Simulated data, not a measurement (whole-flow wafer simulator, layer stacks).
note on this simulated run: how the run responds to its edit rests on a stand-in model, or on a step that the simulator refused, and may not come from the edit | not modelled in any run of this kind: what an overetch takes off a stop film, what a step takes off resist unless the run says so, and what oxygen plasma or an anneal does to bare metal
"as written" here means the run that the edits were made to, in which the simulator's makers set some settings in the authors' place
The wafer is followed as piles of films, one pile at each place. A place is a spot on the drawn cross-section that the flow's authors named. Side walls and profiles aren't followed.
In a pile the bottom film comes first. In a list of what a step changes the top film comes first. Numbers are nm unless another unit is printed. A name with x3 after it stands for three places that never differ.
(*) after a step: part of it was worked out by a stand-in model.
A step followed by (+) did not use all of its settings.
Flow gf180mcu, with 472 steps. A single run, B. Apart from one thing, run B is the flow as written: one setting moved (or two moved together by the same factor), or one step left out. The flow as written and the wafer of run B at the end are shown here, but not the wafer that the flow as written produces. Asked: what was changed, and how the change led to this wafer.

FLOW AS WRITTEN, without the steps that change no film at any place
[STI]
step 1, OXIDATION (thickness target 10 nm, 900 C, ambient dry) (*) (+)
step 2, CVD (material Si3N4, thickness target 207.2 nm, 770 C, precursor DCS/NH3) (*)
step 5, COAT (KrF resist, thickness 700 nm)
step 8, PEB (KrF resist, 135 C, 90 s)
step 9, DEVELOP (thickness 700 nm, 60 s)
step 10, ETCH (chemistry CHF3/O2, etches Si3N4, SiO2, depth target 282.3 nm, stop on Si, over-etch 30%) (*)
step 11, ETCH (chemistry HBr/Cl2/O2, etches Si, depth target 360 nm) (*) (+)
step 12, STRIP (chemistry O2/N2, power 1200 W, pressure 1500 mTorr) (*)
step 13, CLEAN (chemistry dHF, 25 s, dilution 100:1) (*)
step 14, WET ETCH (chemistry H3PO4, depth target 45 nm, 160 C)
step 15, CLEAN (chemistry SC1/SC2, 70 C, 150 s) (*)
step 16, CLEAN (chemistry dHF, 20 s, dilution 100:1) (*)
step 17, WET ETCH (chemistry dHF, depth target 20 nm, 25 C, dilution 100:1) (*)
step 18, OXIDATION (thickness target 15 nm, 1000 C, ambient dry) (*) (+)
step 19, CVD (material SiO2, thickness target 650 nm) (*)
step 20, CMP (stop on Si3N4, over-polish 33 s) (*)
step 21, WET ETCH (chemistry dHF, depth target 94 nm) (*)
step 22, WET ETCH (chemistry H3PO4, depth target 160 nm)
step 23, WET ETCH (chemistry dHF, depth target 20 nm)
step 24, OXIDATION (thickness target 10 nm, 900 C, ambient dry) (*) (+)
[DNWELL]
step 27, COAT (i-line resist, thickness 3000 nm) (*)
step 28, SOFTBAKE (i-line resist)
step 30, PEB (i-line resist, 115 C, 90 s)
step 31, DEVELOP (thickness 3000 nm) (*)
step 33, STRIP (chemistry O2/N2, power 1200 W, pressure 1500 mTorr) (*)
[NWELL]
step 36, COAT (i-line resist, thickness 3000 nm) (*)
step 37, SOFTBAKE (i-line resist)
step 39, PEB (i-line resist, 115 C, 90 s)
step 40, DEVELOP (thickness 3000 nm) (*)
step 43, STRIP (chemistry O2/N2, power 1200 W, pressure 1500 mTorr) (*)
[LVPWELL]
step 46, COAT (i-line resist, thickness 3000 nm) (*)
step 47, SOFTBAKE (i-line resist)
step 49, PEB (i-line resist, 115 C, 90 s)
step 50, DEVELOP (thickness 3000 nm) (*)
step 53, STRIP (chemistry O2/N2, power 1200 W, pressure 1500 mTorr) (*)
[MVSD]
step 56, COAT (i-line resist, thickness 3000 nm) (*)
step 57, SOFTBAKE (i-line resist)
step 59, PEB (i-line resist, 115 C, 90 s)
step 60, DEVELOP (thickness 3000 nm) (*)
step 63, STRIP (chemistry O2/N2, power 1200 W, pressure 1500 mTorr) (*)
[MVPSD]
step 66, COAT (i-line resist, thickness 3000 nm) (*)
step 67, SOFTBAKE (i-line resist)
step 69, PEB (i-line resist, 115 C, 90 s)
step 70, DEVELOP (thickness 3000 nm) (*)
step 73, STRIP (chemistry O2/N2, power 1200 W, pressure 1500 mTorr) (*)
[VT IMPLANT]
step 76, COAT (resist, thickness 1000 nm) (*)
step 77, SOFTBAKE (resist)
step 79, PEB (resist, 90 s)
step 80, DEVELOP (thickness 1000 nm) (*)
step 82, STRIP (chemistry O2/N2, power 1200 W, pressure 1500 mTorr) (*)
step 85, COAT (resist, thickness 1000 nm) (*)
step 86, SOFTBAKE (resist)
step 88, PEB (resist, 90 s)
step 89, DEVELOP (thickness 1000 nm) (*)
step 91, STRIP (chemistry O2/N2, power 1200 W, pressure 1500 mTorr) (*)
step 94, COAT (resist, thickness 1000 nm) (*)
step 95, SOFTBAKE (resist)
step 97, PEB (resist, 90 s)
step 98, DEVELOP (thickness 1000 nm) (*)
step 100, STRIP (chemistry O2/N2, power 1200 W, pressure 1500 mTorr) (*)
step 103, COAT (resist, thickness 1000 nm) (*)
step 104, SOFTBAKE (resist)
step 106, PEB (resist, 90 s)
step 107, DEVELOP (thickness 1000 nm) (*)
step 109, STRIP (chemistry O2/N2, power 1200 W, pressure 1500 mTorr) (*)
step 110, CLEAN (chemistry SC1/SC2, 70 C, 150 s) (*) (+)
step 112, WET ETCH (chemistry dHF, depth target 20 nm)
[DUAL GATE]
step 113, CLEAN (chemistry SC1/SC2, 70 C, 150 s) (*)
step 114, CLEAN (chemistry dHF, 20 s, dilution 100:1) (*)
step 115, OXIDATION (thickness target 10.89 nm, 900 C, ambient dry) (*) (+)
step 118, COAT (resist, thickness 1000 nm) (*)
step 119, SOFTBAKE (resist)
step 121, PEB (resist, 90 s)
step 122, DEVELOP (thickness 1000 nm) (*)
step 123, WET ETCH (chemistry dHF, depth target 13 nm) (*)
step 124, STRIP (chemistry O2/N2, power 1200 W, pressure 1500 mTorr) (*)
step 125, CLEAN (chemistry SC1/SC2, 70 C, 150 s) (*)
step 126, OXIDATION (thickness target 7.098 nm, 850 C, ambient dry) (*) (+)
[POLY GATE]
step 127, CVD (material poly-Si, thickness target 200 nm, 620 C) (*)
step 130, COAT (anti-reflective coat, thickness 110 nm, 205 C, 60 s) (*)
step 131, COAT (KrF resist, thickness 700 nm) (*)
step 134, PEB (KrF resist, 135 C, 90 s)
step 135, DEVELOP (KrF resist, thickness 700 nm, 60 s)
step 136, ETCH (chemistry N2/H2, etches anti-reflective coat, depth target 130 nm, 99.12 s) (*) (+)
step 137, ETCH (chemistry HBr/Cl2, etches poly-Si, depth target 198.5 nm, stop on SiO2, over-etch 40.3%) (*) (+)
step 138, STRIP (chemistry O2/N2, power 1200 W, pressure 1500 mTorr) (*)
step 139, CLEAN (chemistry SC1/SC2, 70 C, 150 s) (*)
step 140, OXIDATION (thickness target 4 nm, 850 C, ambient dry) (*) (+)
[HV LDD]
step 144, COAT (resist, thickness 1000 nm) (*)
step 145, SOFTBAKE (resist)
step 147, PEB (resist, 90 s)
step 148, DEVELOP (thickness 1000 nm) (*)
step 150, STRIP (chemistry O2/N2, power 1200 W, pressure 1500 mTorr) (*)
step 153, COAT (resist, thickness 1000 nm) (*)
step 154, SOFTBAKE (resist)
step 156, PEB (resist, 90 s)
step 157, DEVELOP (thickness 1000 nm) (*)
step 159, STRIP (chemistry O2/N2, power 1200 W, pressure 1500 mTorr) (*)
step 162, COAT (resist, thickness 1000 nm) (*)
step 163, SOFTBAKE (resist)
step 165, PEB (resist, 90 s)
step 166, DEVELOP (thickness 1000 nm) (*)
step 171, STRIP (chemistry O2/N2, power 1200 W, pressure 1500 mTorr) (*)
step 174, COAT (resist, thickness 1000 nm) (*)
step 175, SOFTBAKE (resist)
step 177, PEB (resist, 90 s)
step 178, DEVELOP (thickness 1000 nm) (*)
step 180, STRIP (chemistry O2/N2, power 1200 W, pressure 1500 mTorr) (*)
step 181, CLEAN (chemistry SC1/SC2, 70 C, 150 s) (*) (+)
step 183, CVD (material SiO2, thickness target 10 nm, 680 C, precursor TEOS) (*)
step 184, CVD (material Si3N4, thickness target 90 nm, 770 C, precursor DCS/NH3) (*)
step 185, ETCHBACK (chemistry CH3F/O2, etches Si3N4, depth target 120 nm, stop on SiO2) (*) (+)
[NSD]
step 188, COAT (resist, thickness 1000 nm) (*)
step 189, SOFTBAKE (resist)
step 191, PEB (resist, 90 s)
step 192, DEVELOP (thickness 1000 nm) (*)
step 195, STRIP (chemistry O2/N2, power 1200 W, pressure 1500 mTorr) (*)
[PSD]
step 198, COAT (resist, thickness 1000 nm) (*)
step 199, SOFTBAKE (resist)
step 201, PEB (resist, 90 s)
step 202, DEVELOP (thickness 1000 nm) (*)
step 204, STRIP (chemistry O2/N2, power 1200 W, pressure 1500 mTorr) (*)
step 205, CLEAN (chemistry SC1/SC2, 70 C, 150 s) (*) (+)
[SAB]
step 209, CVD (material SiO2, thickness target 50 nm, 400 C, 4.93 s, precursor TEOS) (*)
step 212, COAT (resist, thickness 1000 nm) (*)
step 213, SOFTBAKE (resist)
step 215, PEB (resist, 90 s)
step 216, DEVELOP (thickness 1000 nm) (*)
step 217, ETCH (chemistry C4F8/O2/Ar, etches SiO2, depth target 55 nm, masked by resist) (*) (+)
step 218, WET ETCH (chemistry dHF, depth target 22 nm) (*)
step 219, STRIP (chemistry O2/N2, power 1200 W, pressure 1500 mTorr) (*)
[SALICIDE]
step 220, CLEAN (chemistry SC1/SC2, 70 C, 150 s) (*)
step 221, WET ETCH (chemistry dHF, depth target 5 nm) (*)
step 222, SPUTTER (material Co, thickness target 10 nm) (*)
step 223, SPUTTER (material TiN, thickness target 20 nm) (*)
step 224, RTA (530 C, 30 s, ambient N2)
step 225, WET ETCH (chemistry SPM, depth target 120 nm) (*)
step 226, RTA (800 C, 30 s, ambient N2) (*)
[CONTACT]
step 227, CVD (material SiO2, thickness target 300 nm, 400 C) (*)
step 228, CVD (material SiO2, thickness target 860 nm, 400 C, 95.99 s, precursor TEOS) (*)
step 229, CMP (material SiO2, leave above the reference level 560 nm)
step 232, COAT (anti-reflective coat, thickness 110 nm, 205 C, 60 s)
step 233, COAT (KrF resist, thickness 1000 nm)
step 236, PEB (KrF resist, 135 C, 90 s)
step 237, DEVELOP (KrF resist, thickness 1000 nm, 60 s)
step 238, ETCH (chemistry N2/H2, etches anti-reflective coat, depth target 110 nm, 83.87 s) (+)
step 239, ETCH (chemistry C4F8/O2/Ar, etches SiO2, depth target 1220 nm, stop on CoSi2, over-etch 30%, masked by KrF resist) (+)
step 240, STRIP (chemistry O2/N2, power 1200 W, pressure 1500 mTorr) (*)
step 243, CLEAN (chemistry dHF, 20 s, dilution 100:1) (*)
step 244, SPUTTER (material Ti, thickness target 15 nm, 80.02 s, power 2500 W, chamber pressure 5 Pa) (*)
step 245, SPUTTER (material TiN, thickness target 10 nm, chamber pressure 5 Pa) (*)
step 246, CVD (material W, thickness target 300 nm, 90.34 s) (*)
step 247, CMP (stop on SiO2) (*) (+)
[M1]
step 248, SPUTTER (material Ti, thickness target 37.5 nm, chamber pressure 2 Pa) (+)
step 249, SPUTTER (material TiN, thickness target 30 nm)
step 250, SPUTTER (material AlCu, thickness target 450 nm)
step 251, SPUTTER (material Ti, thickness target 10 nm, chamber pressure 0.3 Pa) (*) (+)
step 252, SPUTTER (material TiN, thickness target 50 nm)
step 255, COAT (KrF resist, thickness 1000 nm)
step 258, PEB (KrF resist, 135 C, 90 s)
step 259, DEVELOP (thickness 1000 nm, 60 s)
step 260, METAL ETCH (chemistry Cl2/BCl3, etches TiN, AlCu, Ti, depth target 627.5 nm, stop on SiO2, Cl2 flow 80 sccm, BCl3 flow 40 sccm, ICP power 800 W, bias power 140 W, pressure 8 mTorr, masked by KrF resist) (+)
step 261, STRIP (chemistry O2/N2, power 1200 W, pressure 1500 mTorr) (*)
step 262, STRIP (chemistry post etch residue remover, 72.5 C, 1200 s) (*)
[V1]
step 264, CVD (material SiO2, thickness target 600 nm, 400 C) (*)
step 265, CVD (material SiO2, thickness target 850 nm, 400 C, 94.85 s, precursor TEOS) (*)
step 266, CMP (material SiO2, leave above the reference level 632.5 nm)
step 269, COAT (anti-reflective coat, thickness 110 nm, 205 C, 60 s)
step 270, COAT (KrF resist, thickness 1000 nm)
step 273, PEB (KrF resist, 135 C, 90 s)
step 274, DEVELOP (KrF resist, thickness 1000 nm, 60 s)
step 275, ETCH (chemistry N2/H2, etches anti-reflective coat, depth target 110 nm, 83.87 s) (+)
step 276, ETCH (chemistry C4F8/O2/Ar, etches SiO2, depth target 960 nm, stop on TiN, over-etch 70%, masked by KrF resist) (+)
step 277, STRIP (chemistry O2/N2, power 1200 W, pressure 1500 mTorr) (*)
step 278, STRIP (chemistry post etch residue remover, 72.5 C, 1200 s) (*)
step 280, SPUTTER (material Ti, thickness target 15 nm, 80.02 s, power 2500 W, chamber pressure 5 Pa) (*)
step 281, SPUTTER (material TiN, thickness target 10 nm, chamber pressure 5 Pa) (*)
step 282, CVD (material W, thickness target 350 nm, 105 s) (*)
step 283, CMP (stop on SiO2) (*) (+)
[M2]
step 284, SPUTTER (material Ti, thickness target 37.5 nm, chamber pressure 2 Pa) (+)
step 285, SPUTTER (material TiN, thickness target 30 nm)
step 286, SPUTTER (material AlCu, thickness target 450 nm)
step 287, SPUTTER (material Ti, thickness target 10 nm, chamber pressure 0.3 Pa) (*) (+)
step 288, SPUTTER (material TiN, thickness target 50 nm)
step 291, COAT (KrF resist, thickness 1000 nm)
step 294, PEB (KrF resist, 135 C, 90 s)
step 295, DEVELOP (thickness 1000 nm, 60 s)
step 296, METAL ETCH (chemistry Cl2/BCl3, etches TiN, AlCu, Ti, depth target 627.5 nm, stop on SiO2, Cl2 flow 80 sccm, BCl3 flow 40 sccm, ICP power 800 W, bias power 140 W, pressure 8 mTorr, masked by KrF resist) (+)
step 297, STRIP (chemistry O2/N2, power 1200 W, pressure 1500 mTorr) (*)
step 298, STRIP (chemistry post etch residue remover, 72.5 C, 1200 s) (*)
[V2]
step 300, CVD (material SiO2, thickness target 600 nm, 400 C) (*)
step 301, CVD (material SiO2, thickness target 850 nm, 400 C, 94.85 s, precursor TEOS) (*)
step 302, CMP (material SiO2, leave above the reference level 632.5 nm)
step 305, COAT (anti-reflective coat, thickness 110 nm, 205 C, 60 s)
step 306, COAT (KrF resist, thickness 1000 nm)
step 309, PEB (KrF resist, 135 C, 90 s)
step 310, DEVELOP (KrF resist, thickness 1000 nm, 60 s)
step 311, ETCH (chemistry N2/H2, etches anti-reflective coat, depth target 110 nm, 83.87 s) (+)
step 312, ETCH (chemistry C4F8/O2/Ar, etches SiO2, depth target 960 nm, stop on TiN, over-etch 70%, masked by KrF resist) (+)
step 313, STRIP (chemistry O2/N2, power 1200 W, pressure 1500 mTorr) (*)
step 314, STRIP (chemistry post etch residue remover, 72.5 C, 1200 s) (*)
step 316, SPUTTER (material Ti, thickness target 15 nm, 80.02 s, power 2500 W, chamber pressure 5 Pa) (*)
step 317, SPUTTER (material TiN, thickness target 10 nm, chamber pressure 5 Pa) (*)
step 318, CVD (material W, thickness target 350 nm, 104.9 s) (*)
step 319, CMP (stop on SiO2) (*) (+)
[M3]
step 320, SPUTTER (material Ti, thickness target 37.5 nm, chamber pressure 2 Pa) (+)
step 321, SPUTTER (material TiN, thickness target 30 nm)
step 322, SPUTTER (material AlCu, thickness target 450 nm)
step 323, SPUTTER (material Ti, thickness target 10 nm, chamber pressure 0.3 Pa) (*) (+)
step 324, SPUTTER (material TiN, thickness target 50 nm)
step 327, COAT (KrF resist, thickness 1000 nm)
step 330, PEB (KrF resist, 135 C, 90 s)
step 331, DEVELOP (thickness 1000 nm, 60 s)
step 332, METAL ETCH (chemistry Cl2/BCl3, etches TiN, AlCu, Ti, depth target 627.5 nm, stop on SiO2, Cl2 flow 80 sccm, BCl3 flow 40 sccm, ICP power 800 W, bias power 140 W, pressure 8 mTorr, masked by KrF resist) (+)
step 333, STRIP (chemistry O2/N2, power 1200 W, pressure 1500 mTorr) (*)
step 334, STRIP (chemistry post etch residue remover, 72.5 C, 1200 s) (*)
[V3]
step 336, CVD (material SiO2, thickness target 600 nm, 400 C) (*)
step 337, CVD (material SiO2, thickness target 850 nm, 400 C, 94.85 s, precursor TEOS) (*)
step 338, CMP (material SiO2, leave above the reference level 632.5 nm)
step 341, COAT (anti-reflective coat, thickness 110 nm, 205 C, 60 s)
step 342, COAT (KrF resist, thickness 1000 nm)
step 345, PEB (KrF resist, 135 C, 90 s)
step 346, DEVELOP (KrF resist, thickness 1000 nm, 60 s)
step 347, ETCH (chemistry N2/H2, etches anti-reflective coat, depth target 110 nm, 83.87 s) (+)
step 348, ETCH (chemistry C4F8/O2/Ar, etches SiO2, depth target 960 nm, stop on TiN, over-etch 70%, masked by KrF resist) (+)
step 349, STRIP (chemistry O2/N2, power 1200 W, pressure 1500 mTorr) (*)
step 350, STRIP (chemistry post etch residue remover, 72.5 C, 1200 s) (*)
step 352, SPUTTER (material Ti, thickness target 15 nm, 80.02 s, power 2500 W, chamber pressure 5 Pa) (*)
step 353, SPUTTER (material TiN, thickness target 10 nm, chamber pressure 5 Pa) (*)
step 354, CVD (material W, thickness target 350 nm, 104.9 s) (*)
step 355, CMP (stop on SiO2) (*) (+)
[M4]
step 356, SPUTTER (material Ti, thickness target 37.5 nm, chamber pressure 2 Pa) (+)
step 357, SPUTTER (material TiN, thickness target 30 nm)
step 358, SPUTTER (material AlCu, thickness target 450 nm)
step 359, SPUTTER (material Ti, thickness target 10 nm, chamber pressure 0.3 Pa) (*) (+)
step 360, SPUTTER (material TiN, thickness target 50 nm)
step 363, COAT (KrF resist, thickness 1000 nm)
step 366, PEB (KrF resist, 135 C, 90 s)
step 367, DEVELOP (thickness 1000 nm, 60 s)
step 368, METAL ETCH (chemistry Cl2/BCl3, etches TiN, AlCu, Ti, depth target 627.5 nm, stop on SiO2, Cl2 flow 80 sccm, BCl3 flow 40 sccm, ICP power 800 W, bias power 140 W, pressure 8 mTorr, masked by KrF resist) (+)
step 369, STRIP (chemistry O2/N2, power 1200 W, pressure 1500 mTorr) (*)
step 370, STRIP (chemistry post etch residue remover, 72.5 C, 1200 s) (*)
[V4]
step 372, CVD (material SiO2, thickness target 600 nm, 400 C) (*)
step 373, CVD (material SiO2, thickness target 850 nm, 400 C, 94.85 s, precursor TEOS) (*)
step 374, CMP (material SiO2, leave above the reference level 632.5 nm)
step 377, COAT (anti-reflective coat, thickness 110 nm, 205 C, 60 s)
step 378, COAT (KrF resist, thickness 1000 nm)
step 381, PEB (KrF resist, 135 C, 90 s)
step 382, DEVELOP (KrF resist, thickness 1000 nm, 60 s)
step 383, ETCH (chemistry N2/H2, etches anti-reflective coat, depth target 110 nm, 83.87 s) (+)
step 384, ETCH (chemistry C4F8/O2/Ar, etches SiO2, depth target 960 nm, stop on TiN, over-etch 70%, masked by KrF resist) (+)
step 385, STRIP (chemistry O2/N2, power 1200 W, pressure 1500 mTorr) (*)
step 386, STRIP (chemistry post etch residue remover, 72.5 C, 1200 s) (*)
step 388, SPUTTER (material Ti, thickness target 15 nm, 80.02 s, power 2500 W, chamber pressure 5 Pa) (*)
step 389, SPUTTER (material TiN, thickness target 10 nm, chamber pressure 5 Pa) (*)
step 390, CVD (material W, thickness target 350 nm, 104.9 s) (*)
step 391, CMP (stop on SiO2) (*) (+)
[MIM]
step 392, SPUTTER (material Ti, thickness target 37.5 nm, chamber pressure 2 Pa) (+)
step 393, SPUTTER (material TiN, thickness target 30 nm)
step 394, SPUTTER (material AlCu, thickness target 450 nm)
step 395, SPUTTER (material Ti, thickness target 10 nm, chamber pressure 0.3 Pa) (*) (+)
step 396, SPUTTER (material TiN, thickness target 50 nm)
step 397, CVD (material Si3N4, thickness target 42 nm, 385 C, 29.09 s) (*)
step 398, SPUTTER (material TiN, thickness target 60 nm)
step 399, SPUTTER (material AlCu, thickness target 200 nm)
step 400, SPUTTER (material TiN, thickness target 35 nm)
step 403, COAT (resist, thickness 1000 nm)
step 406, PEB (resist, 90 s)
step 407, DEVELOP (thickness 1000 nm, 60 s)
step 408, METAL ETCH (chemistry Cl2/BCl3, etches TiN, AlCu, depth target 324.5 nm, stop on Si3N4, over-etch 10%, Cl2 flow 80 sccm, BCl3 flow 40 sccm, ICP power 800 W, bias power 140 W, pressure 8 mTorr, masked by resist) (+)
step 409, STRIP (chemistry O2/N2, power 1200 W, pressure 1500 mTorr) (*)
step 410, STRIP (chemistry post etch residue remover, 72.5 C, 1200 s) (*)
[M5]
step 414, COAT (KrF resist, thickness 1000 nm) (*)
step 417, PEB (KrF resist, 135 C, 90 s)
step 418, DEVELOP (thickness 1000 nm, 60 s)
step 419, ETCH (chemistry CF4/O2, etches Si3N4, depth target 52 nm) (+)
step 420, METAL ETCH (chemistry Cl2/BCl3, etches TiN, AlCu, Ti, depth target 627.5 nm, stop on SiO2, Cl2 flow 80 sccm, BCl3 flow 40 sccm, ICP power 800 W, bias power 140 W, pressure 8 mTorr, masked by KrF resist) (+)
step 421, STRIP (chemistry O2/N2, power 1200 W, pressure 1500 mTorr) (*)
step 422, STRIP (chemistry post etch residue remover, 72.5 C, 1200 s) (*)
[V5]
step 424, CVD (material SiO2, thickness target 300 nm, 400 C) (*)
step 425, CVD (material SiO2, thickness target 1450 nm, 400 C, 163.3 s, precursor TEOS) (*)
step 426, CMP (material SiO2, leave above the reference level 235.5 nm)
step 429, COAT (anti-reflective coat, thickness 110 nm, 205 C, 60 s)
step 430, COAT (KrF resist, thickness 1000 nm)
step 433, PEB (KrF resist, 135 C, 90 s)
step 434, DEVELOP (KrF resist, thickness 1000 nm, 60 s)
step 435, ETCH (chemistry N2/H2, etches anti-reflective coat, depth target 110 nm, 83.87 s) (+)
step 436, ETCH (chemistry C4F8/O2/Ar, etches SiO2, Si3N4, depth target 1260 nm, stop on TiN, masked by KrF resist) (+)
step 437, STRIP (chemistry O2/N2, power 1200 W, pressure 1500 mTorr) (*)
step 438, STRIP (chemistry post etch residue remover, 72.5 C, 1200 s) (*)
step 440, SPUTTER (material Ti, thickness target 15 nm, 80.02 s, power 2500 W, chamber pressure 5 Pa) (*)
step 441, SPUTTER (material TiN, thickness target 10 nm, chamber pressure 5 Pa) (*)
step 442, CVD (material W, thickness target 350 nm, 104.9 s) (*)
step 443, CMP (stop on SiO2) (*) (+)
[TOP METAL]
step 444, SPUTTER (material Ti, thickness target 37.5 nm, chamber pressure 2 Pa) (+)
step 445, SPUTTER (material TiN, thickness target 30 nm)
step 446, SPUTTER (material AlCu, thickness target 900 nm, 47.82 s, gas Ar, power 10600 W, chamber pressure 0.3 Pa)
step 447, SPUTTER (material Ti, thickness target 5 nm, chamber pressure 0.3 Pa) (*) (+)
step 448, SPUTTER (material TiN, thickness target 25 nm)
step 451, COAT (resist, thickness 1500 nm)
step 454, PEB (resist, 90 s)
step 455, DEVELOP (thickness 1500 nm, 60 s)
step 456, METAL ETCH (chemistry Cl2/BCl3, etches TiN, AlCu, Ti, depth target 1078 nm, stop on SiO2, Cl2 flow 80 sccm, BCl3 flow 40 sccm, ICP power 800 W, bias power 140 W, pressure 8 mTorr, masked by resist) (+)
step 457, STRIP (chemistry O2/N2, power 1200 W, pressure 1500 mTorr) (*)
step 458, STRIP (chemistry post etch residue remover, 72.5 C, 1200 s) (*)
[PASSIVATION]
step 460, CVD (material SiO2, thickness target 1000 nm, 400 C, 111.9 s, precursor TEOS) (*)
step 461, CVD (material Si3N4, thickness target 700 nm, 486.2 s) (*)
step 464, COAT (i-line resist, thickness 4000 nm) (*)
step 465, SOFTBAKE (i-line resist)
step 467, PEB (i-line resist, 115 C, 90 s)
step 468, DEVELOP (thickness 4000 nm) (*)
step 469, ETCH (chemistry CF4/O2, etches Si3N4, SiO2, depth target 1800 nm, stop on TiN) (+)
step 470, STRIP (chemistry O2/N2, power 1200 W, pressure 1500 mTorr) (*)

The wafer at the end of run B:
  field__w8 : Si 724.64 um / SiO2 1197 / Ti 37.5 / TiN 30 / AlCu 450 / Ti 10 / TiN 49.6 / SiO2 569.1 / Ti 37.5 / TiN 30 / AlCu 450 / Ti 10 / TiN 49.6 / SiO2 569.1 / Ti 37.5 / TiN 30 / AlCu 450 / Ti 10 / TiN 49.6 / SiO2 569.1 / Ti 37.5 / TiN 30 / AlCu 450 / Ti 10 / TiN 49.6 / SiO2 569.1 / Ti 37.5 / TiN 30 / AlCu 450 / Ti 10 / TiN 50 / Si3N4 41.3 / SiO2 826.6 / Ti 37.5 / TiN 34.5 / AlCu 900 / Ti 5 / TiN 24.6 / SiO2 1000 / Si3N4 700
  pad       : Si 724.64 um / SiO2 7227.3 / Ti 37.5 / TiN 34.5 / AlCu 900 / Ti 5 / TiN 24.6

What caused this: step 445, SPUTTER: thickness target 34.5 nm was run, whereas the flow has thickness target 30 nm.
One can read it off the wafer: field__w8 has TiN 34.5, and step 445 as written asks for 30 nm.

Step by step, how the change led to this:
  step 445, SPUTTER (material TiN, thickness target 30 nm)
      field, field__w1, field__w2 and 109 more: +34.5 TiN (new film) (as written it would have been: +30 TiN (new film))
  step 456, METAL ETCH (chemistry Cl2/BCl3, etches TiN, AlCu, Ti, depth target 1078 nm, stop on SiO2, Cl2 flow 80 sccm, BCl3 flow 40 sccm, ICP power 800 W, bias power 140 W, pressure 8 mTorr, masked by resist) (+)
      field, field__w1, field__w2 and 103 more: -25 TiN (all of it), -5 Ti (all of it), -900 AlCu (all of it), -34.5 TiN (all of it), -37.5 Ti (all of it) (as written it would have been: -25 TiN (all of it), -5 Ti (all of it), -900 AlCu (all of it), -30 TiN (all of it), -37.5 Ti (all of it))
  step 465, SOFTBAKE (i-line resist)
      field__w5, field__w9: +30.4 i-line resist (as written it would have been: +37.3 i-line resist)
      field__w11, field__w13: +31.4 i-line resist (as written it would have been: +37.9 i-line resist)
      (and at 56 other places as well)
